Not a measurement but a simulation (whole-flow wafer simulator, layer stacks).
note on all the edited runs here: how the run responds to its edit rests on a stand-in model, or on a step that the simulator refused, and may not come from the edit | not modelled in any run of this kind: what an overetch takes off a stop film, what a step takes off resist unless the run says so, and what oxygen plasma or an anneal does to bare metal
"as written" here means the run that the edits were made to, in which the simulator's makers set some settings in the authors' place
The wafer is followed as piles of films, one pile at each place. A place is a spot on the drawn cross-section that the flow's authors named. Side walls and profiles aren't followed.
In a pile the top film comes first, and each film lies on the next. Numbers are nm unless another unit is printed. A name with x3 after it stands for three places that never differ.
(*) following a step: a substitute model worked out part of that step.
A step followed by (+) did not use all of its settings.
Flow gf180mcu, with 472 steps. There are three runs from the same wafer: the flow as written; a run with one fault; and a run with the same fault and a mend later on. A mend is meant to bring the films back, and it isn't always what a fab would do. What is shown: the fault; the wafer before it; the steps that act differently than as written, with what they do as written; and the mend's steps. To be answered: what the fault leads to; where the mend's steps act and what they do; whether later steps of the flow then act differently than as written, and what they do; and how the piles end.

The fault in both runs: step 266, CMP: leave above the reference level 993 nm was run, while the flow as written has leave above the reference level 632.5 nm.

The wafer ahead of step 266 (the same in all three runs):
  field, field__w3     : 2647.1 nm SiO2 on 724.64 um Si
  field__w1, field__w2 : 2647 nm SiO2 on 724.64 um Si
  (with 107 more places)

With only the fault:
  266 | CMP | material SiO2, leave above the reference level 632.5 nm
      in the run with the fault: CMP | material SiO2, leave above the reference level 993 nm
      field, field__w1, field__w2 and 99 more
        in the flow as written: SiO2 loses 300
        in the run with the fault: nothing
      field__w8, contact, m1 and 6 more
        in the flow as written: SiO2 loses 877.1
        in the run with the fault: SiO2 loses 516.6
  Steps later in the flow that act otherwise than as written (not shown: 4 more steps that differ only slightly, by at most 2% or 0.5 nm, whichever is larger):
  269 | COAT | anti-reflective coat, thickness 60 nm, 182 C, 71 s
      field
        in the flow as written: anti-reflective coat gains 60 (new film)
        in the run with the fault: anti-reflective coat gains 84.2 (new film)
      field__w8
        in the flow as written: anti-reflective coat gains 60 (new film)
        in the run with the fault: anti-reflective coat gains 27.7 (new film)
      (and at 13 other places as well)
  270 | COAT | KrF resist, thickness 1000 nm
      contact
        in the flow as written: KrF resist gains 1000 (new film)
        in the run with the fault: KrF resist gains 978 (new film)
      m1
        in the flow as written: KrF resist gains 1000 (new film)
        in the run with the fault: KrF resist gains 975.6 (new film)
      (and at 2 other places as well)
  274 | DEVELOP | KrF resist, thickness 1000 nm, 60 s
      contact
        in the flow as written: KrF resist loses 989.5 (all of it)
        in the run with the fault: KrF resist loses 967.7 (all of it)
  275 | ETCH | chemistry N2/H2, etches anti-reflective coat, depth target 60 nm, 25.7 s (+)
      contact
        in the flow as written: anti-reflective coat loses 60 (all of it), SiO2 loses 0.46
        in the run with the fault: anti-reflective coat loses 31.2 (all of it), SiO2 loses 1.2
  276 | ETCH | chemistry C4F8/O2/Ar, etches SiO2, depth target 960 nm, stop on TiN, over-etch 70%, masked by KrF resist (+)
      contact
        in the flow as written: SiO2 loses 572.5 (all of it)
        in the run with the fault: SiO2 loses 932.2 (all of it)
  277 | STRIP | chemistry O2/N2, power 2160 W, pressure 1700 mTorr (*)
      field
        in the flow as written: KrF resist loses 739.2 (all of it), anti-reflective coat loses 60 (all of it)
        in the run with the fault: KrF resist loses 727.9 (all of it), anti-reflective coat loses 84.2 (all of it)
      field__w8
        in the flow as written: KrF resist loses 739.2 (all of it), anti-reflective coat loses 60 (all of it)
        in the run with the fault: KrF resist loses 732.6 (all of it), anti-reflective coat loses 27.7 (all of it)
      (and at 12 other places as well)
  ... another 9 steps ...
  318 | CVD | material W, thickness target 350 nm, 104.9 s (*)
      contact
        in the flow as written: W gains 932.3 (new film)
        in the run with the fault: W gains 990.9 (new film)
  The piles end different from the flow's at field, field__w1, field__w2 and 109 more by more than 2% or 0.5 nm, whichever is larger.
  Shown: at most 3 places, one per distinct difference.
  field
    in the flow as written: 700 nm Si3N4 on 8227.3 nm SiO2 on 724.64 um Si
    in the run with the fault: 700 nm Si3N4 on 8585.5 nm SiO2 on 724.64 um Si
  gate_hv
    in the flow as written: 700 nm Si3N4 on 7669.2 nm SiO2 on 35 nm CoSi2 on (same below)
    in the run with the fault: 700 nm Si3N4 on 8027.4 nm SiO2 on 35 nm CoSi2 on (same below)
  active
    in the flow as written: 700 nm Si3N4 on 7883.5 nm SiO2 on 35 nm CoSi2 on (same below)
    in the run with the fault: 700 nm Si3N4 on 8241.8 nm SiO2 on 35 nm CoSi2 on (same below)

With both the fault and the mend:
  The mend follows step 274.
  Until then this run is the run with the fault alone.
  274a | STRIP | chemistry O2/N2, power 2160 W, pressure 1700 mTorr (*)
      iso_ptap_pw, iso_ntap_nw, iso_nw_fld and 33 more
        KrF resist loses 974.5 (all of it), anti-reflective coat loses 60 (all of it)
      field_sub, field_sub__w1, field_sub__w2 and 11 more
        KrF resist loses 975 (all of it), anti-reflective coat loses 60.2 (all of it)
      field__w2, field__w3, field__w6 and 10 more
        KrF resist loses 975.2 (all of it), anti-reflective coat loses 60.2 (all of it)
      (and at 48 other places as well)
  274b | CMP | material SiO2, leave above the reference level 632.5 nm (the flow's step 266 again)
      field, field__w1, field__w2 and 99 more
        SiO2 loses 300
      field__w8, contact, m1 and 6 more
        SiO2 loses 360.5
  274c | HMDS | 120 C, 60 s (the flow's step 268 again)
      alters no film at any place that is followed
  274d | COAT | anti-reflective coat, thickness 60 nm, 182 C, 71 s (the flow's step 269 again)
      field, field__w1, field__w2 and 108 more
        anti-reflective coat gains 60 (new film)
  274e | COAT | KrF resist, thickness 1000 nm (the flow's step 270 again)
      field, field__w1, field__w2 and 108 more
        KrF resist gains 1000 (new film)
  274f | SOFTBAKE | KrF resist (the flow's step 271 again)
      alters no film at any place that is followed
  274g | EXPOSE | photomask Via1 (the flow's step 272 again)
      alters no film at any place that is followed
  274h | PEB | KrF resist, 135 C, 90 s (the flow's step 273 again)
      field, field__w1, field__w2 and 108 more
        KrF resist loses 10.5
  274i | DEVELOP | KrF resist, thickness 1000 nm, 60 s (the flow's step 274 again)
      field, field__w1, field__w2 and 107 more
        KrF resist loses 14.9
      contact
        KrF resist loses 989.5 (all of it)
  Later steps of the flow that are run all act as written at every place that is followed.
  By the end, the piles equal the flow's at every place that both follow.
